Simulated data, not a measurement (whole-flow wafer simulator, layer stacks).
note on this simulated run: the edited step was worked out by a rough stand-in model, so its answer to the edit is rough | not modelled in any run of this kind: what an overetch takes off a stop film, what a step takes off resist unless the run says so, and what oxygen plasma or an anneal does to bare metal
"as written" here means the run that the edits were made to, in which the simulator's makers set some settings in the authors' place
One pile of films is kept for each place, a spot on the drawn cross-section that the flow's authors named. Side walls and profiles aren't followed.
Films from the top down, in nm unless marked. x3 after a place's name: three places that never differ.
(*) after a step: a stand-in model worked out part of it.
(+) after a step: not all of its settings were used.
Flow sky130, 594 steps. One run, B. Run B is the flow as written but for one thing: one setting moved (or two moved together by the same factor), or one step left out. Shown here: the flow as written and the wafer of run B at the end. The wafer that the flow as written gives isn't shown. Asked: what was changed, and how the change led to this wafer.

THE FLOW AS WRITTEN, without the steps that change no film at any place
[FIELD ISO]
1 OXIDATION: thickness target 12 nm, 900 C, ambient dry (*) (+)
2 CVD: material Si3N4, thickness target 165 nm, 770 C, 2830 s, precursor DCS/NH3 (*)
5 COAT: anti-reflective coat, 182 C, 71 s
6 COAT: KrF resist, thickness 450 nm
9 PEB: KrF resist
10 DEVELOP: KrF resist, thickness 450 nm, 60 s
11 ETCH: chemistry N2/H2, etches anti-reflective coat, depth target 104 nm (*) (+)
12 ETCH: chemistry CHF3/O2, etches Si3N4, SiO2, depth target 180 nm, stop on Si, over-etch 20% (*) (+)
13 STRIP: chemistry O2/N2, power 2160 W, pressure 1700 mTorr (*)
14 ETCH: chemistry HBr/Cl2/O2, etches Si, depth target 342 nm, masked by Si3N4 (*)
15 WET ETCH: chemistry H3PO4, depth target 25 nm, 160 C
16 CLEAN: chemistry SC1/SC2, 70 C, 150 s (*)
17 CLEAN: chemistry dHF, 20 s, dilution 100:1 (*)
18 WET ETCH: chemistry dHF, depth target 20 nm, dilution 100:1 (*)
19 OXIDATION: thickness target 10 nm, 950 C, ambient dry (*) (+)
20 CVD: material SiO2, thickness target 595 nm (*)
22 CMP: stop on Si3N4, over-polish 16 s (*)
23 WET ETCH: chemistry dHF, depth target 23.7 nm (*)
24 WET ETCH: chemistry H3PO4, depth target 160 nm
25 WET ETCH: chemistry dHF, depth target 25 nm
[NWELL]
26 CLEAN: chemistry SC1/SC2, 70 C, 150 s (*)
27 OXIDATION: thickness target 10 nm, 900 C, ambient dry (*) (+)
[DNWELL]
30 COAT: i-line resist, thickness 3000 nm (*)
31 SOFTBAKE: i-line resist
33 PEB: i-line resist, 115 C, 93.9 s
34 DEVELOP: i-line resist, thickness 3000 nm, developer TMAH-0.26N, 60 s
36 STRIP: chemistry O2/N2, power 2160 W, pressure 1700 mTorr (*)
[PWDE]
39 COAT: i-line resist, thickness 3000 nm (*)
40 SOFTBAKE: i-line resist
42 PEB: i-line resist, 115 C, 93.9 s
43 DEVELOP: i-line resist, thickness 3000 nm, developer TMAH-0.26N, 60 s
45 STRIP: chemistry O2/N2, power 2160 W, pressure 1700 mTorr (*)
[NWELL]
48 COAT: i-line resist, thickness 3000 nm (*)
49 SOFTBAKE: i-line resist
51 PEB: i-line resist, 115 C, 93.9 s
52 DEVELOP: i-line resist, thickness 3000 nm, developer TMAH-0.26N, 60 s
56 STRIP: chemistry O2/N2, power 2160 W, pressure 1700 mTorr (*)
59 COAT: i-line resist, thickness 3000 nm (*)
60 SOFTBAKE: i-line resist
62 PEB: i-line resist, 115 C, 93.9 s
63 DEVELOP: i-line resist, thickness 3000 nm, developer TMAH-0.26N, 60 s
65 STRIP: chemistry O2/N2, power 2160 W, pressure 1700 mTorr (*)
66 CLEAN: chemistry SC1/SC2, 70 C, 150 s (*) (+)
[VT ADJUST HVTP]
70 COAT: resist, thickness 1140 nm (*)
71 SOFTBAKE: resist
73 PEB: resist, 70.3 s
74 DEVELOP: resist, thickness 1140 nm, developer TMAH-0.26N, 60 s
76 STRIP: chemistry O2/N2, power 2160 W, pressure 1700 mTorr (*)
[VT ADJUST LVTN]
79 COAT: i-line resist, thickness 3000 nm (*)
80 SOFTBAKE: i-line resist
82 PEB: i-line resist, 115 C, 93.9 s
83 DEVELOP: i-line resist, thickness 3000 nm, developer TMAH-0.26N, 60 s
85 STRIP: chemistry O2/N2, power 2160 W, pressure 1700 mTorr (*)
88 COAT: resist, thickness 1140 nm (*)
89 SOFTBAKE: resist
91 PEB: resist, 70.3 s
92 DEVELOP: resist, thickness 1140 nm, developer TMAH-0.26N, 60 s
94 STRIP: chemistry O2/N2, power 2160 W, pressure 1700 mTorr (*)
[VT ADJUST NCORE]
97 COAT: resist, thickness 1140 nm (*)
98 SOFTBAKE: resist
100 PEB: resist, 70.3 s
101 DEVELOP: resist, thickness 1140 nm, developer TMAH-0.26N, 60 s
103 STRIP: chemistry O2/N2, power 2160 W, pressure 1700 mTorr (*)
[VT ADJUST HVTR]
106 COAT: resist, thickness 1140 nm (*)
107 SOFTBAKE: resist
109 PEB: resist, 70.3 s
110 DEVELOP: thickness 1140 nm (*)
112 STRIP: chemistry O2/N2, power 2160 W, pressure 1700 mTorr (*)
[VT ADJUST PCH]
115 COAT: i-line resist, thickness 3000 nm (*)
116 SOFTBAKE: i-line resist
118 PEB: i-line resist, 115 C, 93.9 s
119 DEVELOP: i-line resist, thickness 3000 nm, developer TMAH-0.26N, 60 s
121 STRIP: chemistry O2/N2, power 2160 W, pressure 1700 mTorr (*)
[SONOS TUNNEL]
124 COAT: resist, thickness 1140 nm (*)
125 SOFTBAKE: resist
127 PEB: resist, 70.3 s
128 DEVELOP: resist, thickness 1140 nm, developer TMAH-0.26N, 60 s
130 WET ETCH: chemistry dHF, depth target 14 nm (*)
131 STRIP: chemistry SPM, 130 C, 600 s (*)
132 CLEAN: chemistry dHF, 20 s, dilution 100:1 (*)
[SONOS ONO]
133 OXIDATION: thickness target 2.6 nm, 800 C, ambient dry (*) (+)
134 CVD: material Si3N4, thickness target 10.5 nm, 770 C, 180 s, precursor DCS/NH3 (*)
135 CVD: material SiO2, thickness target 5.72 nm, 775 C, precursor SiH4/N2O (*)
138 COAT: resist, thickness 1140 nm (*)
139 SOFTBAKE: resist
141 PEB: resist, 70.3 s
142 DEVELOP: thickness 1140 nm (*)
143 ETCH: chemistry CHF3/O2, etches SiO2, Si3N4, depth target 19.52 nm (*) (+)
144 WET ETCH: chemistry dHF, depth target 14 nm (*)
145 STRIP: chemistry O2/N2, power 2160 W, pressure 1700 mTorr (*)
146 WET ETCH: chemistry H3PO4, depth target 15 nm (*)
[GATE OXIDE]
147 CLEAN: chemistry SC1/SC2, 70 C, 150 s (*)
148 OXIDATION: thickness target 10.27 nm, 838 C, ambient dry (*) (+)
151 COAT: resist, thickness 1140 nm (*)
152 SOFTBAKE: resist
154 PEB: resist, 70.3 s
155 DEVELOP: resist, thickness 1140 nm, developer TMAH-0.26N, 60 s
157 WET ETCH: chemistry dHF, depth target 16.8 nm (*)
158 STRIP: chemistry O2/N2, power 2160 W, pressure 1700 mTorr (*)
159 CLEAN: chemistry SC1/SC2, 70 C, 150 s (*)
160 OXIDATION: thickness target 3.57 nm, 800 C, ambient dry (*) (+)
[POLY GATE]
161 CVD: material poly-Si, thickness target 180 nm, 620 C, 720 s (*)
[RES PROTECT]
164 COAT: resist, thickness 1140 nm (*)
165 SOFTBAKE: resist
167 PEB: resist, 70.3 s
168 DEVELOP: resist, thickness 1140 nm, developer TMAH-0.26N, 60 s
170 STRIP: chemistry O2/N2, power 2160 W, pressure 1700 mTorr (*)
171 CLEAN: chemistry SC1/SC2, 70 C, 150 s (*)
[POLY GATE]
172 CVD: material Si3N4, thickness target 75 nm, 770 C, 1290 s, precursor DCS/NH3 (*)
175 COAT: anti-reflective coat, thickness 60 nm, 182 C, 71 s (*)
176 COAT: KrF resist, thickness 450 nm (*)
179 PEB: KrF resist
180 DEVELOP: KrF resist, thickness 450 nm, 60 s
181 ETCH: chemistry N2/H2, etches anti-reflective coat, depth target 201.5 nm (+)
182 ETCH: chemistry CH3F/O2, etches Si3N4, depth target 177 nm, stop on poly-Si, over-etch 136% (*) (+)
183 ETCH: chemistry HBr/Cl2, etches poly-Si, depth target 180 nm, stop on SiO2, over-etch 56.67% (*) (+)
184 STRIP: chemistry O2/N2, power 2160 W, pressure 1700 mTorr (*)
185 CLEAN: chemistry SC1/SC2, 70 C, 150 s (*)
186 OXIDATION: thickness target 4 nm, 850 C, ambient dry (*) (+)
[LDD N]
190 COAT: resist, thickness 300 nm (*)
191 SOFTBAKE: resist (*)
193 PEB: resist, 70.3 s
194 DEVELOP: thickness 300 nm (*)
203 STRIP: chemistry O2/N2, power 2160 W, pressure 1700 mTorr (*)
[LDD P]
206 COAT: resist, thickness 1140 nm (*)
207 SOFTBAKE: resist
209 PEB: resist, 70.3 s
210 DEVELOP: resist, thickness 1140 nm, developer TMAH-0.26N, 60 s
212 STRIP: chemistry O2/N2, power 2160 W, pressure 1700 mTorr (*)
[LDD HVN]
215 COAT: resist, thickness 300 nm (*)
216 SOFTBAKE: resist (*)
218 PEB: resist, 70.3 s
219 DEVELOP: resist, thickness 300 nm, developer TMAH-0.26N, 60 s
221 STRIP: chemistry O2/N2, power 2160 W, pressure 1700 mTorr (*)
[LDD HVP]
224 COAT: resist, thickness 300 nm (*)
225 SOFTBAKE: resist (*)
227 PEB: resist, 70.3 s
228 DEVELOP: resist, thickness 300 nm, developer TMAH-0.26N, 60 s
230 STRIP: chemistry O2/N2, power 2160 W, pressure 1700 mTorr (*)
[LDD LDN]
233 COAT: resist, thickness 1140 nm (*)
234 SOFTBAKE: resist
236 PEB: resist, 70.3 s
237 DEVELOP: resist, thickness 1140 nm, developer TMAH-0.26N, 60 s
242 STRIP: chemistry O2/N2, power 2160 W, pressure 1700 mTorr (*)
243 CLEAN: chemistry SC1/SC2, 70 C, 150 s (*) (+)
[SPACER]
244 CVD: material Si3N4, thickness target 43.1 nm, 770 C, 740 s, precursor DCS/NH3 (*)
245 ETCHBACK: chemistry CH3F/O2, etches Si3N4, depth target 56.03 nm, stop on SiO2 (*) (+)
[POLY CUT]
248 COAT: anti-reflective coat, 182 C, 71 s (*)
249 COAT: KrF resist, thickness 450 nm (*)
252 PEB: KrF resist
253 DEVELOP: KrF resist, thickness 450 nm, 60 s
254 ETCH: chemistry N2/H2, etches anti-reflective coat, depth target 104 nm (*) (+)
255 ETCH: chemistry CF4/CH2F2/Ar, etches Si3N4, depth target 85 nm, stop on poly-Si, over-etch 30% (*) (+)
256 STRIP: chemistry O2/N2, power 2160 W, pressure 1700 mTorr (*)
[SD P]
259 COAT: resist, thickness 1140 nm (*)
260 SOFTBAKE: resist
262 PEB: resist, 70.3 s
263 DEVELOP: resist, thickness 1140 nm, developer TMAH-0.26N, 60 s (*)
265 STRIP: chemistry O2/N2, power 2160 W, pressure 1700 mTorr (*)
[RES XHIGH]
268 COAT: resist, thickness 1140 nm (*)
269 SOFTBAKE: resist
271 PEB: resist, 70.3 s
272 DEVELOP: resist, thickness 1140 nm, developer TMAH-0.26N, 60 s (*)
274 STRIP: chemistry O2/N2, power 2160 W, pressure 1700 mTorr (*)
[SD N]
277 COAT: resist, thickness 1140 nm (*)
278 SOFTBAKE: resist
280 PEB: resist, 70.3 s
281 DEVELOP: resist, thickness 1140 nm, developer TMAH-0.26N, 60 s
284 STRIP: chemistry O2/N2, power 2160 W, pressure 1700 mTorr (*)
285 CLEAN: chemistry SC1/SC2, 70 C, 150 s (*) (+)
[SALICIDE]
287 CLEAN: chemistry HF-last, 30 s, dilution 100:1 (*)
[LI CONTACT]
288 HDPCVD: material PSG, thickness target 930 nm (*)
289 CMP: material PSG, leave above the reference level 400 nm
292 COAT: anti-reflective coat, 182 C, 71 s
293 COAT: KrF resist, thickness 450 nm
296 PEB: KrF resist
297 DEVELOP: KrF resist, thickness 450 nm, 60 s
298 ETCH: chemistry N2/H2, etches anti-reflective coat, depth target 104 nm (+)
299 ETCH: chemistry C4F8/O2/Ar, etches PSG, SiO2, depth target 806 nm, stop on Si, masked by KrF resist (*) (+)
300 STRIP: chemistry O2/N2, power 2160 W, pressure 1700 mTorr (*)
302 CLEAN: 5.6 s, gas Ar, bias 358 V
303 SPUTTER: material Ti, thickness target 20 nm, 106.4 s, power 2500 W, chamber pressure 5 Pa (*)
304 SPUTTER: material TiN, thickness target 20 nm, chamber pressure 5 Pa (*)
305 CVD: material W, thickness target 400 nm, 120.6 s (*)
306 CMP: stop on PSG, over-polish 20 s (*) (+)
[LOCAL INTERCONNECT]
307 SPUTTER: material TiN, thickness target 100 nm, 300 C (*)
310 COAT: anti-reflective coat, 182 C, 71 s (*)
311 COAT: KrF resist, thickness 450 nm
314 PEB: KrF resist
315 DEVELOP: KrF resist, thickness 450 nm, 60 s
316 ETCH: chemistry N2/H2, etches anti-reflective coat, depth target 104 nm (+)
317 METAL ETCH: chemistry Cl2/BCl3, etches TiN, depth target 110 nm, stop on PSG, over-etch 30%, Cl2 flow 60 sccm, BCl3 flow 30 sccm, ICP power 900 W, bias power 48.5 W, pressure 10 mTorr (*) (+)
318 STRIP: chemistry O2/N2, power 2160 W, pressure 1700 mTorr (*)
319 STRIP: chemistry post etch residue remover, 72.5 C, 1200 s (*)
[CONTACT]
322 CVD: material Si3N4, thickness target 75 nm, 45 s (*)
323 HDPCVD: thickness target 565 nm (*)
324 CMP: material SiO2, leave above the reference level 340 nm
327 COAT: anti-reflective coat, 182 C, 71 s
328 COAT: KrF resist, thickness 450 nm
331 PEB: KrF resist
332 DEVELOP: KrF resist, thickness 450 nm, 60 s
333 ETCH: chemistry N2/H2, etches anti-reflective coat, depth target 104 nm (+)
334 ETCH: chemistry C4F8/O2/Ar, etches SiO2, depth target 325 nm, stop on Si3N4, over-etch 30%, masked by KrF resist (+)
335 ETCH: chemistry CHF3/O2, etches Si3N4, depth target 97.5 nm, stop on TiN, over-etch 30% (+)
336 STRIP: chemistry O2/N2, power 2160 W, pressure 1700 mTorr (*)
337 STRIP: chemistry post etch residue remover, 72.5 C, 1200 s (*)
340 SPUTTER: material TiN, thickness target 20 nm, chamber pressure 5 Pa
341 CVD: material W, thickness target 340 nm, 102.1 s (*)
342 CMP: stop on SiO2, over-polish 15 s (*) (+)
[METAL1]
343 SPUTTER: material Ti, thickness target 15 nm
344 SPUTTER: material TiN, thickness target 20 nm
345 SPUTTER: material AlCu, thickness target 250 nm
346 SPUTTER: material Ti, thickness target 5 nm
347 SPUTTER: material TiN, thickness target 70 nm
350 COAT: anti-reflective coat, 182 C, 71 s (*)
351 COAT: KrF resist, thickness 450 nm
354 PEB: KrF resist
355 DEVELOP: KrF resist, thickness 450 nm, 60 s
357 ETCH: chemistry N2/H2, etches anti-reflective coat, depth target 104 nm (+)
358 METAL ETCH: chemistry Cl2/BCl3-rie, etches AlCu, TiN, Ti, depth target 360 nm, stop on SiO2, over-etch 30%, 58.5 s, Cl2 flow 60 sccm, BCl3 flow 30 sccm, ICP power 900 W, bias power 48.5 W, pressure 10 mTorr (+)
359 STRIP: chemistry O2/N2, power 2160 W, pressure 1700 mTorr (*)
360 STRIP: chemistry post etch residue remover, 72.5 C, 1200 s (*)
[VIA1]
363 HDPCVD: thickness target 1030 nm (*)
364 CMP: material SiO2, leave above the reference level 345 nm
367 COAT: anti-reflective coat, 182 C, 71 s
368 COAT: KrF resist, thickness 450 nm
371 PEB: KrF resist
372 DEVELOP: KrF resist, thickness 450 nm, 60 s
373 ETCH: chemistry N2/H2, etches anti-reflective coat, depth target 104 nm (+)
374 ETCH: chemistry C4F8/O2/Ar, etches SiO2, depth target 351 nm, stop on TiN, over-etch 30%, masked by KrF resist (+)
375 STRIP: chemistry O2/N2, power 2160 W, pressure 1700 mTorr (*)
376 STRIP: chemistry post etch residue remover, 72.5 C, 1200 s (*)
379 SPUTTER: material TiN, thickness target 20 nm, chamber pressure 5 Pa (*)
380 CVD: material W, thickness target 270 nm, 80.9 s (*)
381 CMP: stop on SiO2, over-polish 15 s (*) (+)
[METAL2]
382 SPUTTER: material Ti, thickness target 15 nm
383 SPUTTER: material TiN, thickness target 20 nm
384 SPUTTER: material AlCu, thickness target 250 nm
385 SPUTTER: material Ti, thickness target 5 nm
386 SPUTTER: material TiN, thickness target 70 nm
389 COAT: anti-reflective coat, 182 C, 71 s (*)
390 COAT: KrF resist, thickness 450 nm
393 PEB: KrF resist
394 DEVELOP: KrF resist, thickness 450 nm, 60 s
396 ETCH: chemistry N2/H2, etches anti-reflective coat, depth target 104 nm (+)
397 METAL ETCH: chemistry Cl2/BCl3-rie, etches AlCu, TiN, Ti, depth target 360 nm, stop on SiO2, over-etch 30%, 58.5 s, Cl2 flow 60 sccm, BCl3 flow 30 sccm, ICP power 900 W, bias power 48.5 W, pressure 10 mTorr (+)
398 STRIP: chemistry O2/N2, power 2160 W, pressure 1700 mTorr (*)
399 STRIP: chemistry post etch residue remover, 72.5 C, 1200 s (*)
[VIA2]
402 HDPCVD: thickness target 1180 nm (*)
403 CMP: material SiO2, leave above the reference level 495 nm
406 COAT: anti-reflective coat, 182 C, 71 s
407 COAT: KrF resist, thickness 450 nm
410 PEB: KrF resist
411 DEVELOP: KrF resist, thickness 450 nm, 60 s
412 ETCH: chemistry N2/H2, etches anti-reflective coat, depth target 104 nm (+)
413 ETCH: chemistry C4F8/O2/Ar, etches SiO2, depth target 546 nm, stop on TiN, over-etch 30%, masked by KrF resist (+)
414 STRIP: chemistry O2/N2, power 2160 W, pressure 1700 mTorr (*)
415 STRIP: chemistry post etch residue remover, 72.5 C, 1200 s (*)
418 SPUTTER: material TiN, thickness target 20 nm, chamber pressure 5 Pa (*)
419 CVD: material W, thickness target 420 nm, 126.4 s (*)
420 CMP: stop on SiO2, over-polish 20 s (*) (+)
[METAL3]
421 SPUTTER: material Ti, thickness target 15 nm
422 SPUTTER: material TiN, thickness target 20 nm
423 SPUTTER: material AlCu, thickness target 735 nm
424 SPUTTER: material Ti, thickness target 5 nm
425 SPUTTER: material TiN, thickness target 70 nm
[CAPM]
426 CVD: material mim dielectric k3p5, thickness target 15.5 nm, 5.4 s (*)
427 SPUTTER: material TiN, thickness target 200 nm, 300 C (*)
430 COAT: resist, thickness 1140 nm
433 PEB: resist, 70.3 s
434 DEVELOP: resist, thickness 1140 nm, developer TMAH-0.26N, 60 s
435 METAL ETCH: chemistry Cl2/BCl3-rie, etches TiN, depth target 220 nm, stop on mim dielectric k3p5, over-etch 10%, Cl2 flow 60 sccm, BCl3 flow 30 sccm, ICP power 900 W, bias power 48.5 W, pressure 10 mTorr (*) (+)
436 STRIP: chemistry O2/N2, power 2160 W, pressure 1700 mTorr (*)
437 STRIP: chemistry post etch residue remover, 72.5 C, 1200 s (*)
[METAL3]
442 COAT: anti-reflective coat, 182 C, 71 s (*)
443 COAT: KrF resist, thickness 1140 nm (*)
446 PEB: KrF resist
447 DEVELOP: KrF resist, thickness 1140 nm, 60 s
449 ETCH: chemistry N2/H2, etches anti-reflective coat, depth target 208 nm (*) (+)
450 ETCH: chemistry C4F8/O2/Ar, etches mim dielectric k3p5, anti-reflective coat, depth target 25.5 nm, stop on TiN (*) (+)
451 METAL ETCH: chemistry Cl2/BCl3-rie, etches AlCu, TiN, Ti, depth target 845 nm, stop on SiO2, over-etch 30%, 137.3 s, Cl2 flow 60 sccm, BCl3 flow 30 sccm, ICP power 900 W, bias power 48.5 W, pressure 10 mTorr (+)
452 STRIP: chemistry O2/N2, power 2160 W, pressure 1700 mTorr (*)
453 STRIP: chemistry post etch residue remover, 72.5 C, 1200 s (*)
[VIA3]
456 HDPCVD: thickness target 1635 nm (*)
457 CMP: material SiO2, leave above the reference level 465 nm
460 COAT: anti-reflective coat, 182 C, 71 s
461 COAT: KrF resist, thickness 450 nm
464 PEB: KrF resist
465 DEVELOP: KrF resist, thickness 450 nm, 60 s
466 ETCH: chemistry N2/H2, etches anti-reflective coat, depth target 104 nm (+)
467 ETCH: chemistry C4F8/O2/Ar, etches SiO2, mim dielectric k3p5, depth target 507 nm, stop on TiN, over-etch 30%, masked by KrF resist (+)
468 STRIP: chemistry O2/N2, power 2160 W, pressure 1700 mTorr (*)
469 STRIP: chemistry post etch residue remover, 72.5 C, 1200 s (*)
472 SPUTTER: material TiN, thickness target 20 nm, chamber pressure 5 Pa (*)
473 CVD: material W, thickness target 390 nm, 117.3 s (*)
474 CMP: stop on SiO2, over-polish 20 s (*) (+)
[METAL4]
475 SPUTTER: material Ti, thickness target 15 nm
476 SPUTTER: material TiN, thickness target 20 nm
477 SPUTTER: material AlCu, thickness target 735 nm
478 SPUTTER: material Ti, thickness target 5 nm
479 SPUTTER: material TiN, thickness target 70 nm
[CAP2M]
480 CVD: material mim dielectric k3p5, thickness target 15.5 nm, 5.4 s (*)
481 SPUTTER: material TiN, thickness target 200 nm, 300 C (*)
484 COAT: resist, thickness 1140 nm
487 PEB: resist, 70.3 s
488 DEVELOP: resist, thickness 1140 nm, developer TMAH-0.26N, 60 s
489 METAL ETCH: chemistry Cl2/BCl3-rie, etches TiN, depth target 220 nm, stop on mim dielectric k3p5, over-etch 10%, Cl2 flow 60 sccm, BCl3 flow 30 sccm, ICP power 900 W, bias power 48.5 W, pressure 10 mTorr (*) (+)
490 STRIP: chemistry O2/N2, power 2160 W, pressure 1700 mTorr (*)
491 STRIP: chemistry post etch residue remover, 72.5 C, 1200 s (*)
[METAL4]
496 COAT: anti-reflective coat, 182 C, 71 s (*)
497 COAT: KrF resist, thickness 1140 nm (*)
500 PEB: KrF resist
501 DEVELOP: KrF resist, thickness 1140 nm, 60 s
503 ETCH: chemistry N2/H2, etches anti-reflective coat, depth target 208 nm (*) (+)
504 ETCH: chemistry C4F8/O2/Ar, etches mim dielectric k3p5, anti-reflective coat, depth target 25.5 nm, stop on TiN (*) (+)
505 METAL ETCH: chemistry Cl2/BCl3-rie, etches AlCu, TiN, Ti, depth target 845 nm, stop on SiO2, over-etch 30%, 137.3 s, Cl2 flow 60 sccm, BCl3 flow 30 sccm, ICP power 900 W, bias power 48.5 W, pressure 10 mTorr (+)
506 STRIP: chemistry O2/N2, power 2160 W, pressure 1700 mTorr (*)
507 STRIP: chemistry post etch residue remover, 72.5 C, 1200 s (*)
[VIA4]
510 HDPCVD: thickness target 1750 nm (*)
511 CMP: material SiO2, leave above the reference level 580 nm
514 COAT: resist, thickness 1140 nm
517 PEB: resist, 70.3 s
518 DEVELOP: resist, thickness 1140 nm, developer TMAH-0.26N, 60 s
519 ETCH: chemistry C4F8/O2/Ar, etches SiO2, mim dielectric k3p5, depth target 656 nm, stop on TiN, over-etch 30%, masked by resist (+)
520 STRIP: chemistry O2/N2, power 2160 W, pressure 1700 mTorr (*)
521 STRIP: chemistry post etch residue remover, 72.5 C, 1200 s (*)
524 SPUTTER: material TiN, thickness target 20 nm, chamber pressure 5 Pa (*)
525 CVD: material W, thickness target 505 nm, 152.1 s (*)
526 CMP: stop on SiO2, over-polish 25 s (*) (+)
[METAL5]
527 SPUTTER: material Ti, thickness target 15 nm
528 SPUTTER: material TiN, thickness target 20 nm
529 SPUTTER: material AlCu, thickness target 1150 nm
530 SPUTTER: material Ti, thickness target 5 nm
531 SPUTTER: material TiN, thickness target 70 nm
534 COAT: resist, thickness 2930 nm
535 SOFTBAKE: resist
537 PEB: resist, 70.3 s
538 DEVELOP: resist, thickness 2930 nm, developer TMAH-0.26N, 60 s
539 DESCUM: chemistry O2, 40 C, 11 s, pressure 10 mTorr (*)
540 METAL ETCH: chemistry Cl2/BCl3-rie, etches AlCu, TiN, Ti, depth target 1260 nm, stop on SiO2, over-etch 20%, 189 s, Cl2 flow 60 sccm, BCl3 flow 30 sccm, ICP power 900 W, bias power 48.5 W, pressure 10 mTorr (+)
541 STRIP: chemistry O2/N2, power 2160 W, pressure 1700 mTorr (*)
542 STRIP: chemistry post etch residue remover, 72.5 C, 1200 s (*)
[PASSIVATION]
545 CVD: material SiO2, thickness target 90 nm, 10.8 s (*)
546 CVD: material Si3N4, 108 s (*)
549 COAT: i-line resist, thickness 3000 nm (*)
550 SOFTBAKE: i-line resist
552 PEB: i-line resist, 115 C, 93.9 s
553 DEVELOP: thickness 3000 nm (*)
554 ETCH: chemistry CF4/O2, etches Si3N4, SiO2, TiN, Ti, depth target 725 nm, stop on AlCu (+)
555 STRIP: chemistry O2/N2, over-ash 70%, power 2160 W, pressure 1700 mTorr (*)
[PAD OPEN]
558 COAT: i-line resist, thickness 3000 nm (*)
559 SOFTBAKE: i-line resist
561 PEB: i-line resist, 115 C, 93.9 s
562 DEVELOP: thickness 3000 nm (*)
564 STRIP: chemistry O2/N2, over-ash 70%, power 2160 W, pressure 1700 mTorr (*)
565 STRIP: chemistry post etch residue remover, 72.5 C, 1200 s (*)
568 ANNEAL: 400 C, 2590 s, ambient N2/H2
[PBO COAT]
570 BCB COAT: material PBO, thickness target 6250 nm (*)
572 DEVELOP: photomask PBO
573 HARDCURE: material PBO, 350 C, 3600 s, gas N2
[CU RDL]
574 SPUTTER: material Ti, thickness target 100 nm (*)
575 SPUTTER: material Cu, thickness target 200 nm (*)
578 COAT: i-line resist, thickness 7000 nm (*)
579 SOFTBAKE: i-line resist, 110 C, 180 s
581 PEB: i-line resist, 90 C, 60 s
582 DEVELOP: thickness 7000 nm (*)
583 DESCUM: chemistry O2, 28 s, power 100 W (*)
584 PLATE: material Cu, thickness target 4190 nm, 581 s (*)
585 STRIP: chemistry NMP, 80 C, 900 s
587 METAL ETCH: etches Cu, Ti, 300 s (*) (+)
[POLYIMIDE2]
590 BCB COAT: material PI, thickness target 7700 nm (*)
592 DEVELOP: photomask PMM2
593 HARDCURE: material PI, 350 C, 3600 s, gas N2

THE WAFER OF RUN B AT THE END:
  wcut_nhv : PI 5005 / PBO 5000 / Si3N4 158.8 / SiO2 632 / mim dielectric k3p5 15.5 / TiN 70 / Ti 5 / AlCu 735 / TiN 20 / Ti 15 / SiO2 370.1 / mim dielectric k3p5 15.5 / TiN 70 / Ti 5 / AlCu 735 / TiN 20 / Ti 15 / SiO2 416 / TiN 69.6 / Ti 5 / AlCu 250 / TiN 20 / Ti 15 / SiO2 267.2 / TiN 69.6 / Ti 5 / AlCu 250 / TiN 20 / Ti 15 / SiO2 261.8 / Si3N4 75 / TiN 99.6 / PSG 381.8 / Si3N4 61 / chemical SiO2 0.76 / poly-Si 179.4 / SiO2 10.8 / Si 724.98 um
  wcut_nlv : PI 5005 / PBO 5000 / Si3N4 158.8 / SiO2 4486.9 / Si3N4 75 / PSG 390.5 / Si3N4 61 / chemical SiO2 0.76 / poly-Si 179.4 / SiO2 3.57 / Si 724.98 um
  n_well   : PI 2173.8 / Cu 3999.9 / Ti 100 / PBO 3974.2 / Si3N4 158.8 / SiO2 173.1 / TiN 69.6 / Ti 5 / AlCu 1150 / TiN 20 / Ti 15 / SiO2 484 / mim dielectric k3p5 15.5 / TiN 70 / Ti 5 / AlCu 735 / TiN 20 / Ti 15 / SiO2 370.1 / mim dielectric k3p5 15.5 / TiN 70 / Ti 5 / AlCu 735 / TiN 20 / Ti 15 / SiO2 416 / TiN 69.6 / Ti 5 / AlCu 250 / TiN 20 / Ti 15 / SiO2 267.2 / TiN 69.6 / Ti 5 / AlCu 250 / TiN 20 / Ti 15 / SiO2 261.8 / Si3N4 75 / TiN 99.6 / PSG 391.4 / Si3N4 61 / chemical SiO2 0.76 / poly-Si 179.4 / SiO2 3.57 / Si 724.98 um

The cause: step 545, CVD: thickness target 125 nm was run, where the flow has thickness target 90 nm; step 545, CVD: 15 s was run, where the flow has 10.8 s.

How the change led to this, step by step:
  545 CVD: material SiO2, thickness target 90 nm, 10.8 s (*)
      field, active, gate and 175 more: SiO2 +173.1 (as written it would be: SiO2 +125.2)
      n_well, p_well, sd_n and 12 more: SiO2 +173.1 (new film) (as written it would be: SiO2 +125.2 (new film))
  550 SOFTBAKE: i-line resist
      gate_p_lvt, iso_guard_hv_nw: i-line resist +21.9 (as written it would be: i-line resist +20.6)
      active: i-line resist +13 (as written it would be: i-line resist +12)
      (and at 56 more places)
  554 ETCH: chemistry CF4/O2, etches Si3N4, SiO2, TiN, Ti, depth target 725 nm, stop on AlCu (+)
      field, active, n_well and 189 more: i-line resist -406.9 (as written it would be: i-line resist -358.9)
      pad: Si3N4 -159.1 (all of it), SiO2 -173.1 (all of it), TiN -69.6 (all of it), Ti -5 (all of it) (as written it would be: Si3N4 -159.1 (all of it), SiO2 -125.2 (all of it), TiN -69.6 (all of it), Ti -5 (all of it))
  555 STRIP: chemistry O2/N2, over-ash 70%, power 2160 W, pressure 1700 mTorr (*)
      n_well, p_well, sd_n, sd_p: i-line resist -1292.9 (all of it) (as written it would be: i-line resist -1340.8 (all of it))
      m1: i-line resist -1317.9 (all of it) (as written it would be: i-line resist -1364.1 (all of it))
      (and at 8 more places)
  558 COAT: i-line resist, thickness 3000 nm (*)
      pad: i-line resist +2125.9 (new film) (as written it would be: i-line resist +2077.7 (new film))
  559 SOFTBAKE: i-line resist
      gate_p_lvt, iso_guard_hv_nw: i-line resist +21.9 (as written it would be: i-line resist +20.6)
      field: i-line resist +13.5 (as written it would be: i-line resist +12.5)
      (and at 63 more places)
  561 PEB: i-line resist, 115 C, 93.9 s
      pad: i-line resist -33 (as written it would be: i-line resist -32.2)
  562 DEVELOP: thickness 3000 nm (*)
      pad: i-line resist -2092.9 (all of it) (as written it would be: i-line resist -2045.5 (all of it))
  578 COAT: i-line resist, thickness 7000 nm (*)
      pad: i-line resist +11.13 um (new film) (as written it would be: i-line resist +11.08 um (new film))
  579 SOFTBAKE: i-line resist, 110 C, 180 s
      ndiff_licon_rim, ndiff_licon: i-line resist -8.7 (as written it would be: i-line resist -8.01)
      rpo_hd_licon, mim2: i-line resist -15.6 (as written it would be: i-line resist -14.9)
      (and at 25 more places)
  582 DEVELOP: thickness 7000 nm (*)
      pad: i-line resist -11.13 um (all of it) (as written it would be: i-line resist -11.08 um (all of it))
